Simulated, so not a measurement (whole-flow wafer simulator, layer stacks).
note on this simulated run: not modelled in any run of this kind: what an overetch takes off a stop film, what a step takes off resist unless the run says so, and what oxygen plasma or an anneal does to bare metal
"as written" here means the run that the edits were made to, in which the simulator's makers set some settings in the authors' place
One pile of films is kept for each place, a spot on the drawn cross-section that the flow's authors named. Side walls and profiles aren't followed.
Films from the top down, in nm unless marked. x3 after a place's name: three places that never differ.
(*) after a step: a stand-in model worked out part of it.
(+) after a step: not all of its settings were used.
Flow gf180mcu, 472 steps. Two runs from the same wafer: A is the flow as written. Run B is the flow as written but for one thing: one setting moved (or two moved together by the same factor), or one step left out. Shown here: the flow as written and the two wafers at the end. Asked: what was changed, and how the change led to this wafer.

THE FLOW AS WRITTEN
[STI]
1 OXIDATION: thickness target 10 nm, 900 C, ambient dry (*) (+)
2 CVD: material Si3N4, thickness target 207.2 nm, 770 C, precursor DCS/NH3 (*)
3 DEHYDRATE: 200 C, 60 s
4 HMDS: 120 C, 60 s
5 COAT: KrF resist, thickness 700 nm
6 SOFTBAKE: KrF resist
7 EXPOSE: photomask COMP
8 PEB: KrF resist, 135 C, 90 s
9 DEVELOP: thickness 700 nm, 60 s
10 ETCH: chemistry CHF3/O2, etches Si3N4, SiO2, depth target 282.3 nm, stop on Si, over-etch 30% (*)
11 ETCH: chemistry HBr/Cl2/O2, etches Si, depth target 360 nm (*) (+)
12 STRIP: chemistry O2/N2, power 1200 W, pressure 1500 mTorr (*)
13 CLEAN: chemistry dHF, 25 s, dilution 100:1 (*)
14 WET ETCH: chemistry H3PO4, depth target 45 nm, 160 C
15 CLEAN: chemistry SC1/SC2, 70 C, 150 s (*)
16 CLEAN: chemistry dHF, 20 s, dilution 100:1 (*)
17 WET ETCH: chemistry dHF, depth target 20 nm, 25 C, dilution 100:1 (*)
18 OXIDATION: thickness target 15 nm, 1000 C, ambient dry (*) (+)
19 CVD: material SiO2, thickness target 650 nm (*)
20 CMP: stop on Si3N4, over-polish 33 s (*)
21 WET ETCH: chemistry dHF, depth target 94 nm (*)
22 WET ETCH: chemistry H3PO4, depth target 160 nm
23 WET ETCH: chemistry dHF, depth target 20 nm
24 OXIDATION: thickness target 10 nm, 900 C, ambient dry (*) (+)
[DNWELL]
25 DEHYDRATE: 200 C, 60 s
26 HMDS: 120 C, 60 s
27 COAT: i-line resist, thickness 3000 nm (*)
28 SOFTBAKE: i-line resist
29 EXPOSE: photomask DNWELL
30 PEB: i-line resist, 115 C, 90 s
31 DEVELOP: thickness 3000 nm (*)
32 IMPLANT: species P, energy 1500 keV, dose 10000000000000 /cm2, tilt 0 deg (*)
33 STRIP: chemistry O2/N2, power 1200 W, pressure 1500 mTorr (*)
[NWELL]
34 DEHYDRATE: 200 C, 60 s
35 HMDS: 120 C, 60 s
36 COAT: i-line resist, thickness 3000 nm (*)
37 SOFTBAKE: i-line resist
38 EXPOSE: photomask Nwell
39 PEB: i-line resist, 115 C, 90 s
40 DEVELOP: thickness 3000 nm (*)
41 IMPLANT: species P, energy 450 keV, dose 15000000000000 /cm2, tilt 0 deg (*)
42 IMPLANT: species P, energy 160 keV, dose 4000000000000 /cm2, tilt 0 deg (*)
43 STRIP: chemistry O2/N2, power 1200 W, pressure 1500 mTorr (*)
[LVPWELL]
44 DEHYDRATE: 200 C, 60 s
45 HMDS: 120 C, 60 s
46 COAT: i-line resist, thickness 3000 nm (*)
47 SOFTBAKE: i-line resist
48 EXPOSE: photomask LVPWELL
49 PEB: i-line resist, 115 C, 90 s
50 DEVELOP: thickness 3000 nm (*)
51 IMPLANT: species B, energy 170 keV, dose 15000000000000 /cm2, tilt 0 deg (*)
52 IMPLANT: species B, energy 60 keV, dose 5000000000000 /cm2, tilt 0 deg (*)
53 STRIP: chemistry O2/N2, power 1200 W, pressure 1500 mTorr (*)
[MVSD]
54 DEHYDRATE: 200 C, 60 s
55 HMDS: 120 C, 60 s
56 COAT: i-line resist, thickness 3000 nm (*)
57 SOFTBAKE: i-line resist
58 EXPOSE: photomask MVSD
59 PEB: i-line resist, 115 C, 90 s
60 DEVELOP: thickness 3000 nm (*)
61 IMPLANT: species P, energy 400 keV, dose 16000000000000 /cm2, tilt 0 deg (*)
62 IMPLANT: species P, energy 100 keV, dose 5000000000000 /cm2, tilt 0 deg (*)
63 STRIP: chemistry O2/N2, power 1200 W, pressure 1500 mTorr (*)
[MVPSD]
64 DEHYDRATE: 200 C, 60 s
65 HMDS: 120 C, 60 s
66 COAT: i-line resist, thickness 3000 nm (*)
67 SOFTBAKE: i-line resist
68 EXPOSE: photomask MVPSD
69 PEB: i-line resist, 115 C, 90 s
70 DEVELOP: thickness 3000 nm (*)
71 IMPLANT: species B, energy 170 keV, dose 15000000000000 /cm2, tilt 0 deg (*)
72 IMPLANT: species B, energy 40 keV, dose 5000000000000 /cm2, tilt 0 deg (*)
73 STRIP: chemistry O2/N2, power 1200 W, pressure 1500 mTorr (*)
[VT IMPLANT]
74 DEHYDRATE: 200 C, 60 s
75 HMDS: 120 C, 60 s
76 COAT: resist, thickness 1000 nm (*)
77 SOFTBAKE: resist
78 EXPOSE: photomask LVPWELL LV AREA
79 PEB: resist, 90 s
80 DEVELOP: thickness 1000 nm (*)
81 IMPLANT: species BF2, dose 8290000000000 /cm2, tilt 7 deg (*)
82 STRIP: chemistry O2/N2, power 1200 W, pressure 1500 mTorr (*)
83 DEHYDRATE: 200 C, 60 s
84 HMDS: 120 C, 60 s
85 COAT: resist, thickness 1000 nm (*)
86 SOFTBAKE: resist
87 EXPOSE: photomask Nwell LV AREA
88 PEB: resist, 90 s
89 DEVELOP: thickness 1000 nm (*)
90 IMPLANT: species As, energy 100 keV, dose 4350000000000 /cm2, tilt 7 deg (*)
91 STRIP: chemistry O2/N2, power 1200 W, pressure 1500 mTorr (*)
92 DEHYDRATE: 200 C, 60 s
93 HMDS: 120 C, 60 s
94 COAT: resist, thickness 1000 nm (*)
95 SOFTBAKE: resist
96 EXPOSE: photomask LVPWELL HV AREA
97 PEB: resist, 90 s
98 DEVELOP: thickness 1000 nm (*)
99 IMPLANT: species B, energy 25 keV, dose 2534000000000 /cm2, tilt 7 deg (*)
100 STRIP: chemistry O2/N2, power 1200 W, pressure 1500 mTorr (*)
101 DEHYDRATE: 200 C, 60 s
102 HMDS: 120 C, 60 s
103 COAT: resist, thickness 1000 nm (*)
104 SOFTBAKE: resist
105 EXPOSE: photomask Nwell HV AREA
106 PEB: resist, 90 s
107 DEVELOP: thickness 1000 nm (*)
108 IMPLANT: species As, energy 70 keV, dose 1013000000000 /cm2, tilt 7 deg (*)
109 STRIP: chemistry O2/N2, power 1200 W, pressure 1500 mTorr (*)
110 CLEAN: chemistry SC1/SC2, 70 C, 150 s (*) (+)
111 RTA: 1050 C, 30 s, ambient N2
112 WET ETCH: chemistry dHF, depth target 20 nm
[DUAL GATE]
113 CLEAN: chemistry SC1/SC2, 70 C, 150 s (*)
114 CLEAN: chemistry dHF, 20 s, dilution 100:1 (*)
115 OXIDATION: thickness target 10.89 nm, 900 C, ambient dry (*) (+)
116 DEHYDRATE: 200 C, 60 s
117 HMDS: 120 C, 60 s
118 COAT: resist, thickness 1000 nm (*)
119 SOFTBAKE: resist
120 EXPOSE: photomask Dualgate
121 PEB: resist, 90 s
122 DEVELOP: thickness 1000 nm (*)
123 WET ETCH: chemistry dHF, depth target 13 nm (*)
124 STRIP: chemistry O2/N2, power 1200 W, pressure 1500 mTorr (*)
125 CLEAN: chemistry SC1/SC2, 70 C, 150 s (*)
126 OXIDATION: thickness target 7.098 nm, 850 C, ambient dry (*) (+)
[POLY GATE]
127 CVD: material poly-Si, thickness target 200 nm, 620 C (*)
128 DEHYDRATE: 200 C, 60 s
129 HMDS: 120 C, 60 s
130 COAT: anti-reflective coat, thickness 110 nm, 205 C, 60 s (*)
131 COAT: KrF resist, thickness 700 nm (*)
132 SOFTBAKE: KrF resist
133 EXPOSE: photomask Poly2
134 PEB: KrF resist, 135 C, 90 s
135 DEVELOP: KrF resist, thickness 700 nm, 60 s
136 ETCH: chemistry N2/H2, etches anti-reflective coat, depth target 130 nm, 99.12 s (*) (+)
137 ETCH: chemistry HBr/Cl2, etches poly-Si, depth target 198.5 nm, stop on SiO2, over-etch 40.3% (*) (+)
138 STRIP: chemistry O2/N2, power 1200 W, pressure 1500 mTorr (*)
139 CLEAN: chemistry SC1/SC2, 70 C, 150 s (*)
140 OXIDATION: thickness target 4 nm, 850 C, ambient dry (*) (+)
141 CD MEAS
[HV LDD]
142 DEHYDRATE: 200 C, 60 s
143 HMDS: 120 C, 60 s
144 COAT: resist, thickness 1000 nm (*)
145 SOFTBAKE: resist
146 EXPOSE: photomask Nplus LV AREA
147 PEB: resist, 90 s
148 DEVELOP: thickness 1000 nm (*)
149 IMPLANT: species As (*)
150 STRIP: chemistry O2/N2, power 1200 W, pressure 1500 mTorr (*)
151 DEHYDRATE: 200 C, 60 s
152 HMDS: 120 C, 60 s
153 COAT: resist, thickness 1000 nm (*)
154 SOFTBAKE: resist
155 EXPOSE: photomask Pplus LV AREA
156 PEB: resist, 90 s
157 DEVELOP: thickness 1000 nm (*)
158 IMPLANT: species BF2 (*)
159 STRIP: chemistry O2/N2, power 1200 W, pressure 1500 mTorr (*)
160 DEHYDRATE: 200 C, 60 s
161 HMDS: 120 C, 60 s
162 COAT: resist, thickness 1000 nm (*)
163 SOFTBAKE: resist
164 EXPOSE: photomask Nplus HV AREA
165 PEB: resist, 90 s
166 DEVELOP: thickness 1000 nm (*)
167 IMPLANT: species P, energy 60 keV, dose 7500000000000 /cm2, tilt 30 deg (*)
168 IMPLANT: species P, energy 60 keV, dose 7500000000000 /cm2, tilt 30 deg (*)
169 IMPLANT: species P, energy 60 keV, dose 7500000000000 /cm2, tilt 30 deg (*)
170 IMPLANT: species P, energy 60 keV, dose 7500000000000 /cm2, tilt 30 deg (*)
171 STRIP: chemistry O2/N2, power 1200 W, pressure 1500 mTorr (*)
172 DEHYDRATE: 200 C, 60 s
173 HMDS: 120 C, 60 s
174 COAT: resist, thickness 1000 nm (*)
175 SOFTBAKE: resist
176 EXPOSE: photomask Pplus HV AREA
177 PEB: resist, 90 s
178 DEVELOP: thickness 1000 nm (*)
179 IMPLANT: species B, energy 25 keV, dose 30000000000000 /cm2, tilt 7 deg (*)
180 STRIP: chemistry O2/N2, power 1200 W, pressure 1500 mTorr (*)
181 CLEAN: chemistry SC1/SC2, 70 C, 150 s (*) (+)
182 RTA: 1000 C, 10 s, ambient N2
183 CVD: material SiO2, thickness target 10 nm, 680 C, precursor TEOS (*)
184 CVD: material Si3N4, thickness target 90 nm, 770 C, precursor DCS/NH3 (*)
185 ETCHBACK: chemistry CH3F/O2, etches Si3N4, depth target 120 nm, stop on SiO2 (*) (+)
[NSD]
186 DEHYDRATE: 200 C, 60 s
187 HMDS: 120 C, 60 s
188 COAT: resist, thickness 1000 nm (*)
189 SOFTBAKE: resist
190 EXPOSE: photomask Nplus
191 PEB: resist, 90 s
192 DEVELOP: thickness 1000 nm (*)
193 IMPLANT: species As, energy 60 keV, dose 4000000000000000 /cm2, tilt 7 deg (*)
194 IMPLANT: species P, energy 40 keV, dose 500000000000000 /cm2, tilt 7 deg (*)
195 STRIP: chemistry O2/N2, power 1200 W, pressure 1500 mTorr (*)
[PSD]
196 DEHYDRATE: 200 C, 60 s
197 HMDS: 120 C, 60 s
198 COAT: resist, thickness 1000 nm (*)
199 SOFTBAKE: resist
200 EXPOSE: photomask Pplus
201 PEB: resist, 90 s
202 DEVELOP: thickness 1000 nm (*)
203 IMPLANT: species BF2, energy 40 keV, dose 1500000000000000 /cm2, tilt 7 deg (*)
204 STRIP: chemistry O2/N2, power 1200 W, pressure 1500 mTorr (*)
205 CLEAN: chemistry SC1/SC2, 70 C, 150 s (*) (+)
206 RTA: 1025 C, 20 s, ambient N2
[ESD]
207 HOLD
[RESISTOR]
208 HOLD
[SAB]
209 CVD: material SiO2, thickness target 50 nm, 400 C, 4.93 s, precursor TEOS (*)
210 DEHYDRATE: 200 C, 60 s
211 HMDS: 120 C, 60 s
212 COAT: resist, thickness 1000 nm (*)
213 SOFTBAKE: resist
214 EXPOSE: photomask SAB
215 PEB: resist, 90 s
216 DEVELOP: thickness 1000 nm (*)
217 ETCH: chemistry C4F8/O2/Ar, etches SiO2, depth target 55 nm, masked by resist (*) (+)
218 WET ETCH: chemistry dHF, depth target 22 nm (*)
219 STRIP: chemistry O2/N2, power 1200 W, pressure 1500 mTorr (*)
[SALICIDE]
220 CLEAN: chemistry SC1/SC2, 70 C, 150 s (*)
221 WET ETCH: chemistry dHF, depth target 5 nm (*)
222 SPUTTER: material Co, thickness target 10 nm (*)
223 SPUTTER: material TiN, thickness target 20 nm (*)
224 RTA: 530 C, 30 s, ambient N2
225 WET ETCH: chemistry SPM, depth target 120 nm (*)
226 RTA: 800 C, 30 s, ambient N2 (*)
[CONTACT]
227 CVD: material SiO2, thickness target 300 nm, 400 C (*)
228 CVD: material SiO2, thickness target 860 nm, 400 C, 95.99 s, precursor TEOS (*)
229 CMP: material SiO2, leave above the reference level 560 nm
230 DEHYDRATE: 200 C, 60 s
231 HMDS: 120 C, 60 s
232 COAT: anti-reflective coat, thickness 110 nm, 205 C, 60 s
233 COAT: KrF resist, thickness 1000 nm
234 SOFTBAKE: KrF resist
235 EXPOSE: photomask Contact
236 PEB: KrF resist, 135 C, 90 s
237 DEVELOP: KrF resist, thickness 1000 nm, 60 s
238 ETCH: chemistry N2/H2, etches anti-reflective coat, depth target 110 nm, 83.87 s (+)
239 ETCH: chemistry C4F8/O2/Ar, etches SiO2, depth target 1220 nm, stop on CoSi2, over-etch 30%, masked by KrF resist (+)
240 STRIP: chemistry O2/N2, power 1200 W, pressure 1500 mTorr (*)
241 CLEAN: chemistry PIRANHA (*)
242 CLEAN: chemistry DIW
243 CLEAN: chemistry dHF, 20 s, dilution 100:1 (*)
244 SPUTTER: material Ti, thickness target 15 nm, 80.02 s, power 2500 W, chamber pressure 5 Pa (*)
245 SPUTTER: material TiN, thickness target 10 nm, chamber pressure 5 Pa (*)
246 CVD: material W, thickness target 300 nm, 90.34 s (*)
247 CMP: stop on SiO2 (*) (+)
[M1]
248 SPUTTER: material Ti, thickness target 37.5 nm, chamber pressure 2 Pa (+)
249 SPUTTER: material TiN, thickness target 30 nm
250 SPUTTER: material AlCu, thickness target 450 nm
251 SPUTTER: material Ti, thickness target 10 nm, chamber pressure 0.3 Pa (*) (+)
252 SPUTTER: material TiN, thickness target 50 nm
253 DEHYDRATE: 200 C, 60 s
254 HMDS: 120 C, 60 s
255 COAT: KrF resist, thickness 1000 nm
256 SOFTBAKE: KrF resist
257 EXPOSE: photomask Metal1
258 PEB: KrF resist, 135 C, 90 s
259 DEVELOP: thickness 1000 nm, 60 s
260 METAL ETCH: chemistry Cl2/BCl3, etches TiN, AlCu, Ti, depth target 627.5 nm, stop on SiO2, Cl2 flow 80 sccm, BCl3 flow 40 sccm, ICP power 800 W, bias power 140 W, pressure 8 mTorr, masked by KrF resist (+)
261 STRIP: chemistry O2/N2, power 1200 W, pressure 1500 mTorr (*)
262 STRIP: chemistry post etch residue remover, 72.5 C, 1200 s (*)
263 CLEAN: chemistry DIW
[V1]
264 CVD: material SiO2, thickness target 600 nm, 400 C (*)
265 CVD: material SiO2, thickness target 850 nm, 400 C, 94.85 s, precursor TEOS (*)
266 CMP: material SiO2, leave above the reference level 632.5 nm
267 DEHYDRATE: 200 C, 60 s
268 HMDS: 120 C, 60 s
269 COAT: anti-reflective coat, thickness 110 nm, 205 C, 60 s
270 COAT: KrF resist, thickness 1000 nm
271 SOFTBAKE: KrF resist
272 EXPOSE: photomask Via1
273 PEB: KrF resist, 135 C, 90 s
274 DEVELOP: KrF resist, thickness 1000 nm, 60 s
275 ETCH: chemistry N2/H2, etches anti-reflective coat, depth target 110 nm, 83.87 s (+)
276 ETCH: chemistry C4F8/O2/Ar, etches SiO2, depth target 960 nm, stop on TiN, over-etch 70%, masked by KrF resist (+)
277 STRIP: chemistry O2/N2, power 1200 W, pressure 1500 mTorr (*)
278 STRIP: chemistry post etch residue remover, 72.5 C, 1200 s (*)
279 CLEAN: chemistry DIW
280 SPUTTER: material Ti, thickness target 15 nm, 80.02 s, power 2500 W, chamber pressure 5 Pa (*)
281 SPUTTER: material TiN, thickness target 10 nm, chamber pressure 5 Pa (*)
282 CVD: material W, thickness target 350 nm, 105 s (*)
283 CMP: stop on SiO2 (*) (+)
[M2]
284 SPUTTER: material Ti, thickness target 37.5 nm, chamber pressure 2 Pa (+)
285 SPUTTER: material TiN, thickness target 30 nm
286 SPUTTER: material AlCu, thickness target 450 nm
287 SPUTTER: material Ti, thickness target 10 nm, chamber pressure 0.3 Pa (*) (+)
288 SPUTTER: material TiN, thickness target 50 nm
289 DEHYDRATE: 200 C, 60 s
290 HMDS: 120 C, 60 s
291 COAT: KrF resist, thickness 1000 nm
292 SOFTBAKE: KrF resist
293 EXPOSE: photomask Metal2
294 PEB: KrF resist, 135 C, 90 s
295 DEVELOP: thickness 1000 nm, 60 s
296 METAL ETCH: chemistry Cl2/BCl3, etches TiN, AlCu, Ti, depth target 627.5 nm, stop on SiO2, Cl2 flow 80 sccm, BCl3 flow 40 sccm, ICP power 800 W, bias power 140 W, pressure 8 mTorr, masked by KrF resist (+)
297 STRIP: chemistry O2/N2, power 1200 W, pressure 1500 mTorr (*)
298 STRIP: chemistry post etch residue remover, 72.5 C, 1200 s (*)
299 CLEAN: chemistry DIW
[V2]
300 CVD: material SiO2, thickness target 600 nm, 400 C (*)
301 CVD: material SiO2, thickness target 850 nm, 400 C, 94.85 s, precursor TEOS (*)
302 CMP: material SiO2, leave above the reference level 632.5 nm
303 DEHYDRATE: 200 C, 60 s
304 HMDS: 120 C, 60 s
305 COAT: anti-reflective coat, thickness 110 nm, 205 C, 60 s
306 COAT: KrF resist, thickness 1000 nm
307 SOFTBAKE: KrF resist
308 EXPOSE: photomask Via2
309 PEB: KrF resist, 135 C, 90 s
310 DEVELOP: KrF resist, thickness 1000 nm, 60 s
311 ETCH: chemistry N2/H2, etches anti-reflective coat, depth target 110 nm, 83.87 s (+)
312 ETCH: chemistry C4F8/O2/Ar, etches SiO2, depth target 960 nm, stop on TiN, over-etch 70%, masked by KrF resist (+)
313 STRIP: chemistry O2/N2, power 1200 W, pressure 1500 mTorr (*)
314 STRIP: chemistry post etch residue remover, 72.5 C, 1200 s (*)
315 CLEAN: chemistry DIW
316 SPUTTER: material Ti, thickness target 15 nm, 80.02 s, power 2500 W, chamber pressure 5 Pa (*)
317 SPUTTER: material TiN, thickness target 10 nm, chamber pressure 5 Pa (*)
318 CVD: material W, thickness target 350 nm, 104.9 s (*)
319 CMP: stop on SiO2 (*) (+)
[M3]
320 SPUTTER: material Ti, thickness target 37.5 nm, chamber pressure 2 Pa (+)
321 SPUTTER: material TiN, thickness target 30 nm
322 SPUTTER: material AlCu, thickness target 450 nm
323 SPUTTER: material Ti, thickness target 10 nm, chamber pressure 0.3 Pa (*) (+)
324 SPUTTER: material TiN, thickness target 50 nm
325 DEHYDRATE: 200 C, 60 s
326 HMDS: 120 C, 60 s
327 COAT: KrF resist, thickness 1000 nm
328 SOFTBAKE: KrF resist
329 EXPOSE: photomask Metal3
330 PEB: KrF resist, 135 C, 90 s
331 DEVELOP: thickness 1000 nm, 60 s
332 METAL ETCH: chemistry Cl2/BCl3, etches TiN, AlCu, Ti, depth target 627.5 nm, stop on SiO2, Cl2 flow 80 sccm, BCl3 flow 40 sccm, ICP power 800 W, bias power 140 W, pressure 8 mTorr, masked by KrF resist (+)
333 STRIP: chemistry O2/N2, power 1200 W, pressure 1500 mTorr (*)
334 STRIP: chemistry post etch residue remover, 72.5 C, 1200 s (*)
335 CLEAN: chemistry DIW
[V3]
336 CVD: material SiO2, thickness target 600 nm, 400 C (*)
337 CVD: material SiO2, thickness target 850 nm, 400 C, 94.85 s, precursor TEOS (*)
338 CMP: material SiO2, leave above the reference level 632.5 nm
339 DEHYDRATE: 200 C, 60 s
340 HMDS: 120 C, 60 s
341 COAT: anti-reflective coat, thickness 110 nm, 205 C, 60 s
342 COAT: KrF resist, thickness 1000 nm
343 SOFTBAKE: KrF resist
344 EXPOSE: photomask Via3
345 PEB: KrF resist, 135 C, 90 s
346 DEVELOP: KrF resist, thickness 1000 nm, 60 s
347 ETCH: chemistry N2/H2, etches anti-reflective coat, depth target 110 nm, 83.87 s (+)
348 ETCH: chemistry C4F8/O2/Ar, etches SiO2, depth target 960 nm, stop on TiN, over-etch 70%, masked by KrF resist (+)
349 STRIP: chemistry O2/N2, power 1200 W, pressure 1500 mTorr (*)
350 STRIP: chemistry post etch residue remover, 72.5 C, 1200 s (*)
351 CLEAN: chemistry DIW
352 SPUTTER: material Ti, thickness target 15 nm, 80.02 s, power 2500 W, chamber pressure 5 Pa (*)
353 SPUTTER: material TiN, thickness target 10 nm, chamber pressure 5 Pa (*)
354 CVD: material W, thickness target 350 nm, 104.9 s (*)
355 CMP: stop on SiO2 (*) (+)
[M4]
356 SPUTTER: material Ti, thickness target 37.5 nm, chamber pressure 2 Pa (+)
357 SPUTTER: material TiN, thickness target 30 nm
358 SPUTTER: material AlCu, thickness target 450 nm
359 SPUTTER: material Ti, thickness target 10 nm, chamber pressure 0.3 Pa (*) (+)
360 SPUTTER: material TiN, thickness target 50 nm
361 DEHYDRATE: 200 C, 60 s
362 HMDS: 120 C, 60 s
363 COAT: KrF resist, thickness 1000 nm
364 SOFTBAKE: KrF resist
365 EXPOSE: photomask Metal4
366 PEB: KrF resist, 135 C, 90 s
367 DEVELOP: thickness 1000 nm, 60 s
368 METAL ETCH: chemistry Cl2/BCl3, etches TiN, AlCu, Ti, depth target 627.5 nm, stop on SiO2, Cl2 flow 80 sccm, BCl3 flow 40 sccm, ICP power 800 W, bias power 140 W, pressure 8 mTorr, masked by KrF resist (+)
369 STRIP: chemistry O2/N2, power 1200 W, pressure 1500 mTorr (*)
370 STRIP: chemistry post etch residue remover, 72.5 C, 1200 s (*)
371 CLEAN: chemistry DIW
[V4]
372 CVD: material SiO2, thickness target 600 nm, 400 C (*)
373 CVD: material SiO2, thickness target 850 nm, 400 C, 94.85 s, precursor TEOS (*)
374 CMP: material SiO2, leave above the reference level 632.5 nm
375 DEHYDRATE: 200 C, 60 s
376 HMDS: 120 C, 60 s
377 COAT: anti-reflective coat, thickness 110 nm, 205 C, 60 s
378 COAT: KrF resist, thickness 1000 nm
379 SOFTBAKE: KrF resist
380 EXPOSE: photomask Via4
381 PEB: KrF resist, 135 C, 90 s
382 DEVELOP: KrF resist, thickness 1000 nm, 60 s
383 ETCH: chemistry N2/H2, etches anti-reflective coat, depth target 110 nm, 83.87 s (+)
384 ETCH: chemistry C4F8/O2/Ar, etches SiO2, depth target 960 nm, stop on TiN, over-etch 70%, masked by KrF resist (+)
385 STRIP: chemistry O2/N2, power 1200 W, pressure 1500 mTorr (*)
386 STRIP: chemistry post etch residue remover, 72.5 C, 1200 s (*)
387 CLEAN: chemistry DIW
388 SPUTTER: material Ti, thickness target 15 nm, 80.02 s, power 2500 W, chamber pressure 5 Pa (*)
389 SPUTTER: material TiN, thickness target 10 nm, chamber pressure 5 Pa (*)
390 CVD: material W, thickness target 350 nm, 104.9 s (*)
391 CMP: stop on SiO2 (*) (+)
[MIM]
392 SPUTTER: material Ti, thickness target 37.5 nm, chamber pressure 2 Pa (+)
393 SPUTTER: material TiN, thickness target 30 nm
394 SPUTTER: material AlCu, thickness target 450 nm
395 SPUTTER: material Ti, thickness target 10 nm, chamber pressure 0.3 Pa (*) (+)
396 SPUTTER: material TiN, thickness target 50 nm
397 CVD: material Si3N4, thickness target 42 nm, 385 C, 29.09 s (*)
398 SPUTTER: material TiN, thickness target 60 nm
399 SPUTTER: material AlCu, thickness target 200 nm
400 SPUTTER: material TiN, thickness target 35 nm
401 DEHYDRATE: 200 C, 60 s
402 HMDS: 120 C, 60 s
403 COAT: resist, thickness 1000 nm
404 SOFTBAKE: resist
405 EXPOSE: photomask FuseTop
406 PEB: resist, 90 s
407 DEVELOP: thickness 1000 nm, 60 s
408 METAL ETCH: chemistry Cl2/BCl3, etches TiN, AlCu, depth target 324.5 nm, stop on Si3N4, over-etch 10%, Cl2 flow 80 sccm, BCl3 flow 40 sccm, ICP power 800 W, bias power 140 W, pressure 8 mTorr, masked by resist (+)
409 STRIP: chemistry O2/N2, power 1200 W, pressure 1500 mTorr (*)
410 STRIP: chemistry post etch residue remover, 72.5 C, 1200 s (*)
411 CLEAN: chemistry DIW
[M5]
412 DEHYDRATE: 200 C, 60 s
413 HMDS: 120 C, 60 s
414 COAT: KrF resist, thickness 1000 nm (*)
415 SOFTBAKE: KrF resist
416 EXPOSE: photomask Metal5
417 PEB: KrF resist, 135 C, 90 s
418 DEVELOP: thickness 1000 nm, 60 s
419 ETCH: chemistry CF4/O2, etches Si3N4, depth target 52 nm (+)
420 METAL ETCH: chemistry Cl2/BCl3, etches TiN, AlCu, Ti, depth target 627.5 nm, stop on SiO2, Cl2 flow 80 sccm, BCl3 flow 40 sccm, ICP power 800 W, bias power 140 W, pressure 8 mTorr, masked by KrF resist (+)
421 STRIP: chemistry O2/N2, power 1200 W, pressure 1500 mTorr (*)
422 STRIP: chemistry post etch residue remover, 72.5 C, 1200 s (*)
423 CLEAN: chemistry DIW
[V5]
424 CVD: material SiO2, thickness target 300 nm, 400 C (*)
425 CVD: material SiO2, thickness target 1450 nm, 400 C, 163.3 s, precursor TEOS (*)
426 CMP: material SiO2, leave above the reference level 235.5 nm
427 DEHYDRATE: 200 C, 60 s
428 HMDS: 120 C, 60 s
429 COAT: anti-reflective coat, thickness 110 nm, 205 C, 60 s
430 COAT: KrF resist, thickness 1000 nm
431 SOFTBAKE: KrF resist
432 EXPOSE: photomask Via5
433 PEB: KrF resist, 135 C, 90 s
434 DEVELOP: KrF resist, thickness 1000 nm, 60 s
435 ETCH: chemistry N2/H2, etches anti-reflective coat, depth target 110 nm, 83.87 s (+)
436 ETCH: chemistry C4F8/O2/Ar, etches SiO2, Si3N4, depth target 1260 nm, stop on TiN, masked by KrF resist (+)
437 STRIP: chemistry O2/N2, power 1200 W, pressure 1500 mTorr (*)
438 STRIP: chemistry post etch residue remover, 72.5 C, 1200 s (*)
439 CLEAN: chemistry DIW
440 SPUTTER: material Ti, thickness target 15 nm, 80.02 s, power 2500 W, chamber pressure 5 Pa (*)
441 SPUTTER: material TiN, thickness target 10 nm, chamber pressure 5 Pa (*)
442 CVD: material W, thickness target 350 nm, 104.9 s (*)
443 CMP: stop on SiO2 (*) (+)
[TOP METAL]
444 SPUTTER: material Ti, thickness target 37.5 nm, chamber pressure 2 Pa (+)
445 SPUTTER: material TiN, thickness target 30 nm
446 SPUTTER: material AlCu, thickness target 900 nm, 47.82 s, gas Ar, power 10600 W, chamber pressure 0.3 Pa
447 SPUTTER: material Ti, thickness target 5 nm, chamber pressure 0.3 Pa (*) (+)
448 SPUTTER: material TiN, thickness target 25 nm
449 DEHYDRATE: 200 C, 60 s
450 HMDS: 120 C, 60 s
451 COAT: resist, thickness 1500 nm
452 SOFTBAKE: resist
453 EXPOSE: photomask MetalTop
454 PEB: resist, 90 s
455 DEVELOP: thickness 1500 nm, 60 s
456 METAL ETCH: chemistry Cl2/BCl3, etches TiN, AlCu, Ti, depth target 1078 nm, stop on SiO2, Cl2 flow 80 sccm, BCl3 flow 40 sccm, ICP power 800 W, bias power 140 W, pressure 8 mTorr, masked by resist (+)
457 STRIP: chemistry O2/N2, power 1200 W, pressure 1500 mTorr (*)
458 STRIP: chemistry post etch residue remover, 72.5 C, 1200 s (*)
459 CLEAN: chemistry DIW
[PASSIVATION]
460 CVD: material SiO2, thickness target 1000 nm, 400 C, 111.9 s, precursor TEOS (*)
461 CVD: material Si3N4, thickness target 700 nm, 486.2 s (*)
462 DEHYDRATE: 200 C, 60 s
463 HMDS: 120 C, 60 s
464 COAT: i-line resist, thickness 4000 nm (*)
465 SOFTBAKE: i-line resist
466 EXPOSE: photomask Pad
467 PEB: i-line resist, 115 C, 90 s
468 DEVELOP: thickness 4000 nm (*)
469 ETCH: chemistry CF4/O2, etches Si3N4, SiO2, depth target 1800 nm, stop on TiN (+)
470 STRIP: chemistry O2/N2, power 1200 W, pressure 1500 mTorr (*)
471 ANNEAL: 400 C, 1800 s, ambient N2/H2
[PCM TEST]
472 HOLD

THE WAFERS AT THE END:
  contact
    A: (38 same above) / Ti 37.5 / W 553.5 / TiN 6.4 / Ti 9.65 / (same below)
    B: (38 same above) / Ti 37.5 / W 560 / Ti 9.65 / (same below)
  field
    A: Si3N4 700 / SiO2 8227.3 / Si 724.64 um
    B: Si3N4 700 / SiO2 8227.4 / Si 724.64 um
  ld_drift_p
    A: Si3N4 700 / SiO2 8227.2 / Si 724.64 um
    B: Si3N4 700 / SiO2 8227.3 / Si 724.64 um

The cause: step 281, SPUTTER: material TiN, thickness target 10 nm, chamber pressure 5 Pa (*), was left out.

How the change led to this, step by step:
  283 CMP: stop on SiO2 (*) (+)
      field, field__w1, field__w2 and 107 more: A W -350 (all of it), TiN -10 (all of it), Ti -15 (all of it), SiO2 -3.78 | B W -350 (all of it), Ti -15 (all of it), SiO2 -3.68
      contact: A W -378.8 | B W -368.7
